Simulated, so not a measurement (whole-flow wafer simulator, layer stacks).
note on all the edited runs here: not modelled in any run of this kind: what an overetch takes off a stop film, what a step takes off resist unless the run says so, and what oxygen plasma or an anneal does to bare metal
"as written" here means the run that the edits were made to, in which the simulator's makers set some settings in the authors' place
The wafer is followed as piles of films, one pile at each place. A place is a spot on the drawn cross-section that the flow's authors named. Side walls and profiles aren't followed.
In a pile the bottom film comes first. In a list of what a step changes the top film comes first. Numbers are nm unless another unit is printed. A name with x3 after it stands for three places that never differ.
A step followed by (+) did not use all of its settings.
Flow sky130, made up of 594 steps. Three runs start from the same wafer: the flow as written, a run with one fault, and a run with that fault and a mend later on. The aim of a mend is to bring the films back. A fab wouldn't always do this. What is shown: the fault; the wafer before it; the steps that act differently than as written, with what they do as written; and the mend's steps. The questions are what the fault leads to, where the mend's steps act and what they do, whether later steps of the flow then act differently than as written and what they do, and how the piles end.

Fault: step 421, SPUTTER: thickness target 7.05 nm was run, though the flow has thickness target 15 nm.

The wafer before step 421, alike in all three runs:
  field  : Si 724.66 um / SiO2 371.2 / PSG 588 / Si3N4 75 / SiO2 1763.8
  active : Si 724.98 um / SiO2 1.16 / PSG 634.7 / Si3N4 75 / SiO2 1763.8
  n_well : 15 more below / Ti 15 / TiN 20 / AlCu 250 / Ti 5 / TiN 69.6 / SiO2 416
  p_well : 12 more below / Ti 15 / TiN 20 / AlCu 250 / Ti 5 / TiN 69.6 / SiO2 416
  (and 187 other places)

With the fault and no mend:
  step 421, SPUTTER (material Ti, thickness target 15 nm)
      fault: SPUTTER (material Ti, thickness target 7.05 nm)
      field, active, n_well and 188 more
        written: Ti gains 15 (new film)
        fault: Ti gains 7.05 (new film)
  Steps further on in the flow that do not act as written (not shown: 17 more steps that differ only slightly, by at most 2% or 0.5 nm, whichever is larger):
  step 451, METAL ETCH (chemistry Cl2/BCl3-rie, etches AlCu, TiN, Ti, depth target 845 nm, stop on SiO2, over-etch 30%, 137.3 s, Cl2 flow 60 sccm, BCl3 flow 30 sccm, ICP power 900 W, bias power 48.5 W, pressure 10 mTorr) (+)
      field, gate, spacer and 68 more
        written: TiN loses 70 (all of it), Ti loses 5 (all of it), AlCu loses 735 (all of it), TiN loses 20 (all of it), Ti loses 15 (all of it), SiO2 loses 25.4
        fault: TiN loses 70 (all of it), Ti loses 5 (all of it), AlCu loses 735 (all of it), TiN loses 20 (all of it), Ti loses 7.05 (all of it), SiO2 loses 26.1
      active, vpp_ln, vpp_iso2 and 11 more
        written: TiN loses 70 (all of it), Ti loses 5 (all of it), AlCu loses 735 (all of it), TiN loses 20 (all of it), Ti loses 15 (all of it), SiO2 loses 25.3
        fault: TiN loses 70 (all of it), Ti loses 5 (all of it), AlCu loses 735 (all of it), TiN loses 20 (all of it), Ti loses 7.05 (all of it), SiO2 loses 26.1
  The piles end different from the flow's at n_well, p_well, gate_hv and 104 more by more than 2% or 0.5 nm, whichever is larger.
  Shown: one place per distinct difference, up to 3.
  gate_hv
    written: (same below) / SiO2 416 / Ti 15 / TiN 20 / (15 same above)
    fault: (same below) / SiO2 416 / Ti 7.05 / TiN 20 / (15 same above)
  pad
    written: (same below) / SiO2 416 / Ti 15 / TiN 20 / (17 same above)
    fault: (same below) / SiO2 416 / Ti 7.05 / TiN 20 / (17 same above)
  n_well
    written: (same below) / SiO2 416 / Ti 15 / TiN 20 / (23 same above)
    fault: (same below) / SiO2 416 / Ti 7.05 / TiN 20 / (23 same above)

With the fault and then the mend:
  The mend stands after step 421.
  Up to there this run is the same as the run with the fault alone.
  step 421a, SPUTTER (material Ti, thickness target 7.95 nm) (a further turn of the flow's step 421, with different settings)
      field, active, n_well and 188 more
        Ti gains 7.95
  Every later step of the flow that is run acts as written at every place that is followed.
  At every place that both follow, the piles at the end match the flow's.
